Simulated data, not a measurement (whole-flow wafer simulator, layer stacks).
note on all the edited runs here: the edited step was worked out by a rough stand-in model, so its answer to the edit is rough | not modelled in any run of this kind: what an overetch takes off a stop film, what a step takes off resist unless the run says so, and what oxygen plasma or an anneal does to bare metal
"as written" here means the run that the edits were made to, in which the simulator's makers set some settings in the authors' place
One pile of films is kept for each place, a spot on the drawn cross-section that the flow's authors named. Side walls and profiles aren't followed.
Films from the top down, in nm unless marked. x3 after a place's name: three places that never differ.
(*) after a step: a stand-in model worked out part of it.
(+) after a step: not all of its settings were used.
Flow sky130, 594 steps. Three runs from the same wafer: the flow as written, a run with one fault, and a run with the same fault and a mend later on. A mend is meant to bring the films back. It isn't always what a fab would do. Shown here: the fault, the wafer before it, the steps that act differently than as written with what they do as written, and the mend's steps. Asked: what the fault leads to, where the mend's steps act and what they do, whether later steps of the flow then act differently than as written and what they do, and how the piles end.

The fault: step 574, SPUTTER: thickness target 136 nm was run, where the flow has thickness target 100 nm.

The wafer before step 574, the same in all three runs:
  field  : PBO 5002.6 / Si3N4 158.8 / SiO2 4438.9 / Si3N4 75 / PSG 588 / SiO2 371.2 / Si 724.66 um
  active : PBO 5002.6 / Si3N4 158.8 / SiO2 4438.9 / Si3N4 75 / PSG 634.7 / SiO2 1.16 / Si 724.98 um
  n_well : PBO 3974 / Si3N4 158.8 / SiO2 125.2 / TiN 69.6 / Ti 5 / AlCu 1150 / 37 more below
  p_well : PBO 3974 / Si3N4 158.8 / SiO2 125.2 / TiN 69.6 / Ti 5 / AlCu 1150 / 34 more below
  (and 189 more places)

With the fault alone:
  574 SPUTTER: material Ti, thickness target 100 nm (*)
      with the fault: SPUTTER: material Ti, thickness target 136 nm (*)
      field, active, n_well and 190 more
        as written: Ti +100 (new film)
        with the fault: Ti +136 (new film)
  Later steps of the flow that act differently than as written (7 more steps differ only slightly, by at most 2% or 0.5 nm, whichever is larger, and aren't shown):
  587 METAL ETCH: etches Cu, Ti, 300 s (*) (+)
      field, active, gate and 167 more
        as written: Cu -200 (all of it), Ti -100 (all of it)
        with the fault: Cu -200 (all of it), Ti -136 (all of it)
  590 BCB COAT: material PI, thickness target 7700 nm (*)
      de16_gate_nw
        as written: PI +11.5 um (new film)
        with the fault: PI +11.54 um (new film)
  At the end the piles differ from the flow's by more than 2% or 0.5 nm, whichever is larger, at n_well, p_well, sd_n and 20 more.
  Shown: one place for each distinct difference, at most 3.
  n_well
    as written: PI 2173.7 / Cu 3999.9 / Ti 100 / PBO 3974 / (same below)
    with the fault: PI 2150.3 / Cu 3999.9 / Ti 136 / PBO 3974 / (same below)
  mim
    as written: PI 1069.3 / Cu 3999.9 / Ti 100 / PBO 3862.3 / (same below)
    with the fault: PI 1035.6 / Cu 3999.9 / Ti 136 / PBO 3862.3 / (same below)
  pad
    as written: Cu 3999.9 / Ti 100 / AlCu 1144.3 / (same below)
    with the fault: Cu 3999.9 / Ti 136 / AlCu 1144.3 / (same below)

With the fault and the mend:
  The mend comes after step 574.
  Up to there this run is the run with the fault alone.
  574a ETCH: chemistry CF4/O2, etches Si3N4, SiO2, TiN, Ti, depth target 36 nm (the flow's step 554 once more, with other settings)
      field, active, n_well and 190 more
        Ti -36
  No later step of the flow acts differently than as written, at any place that is followed, by more than 2% or 0.5 nm, whichever is larger.
  At the end the piles are the same as the flow's at every place that both follow.
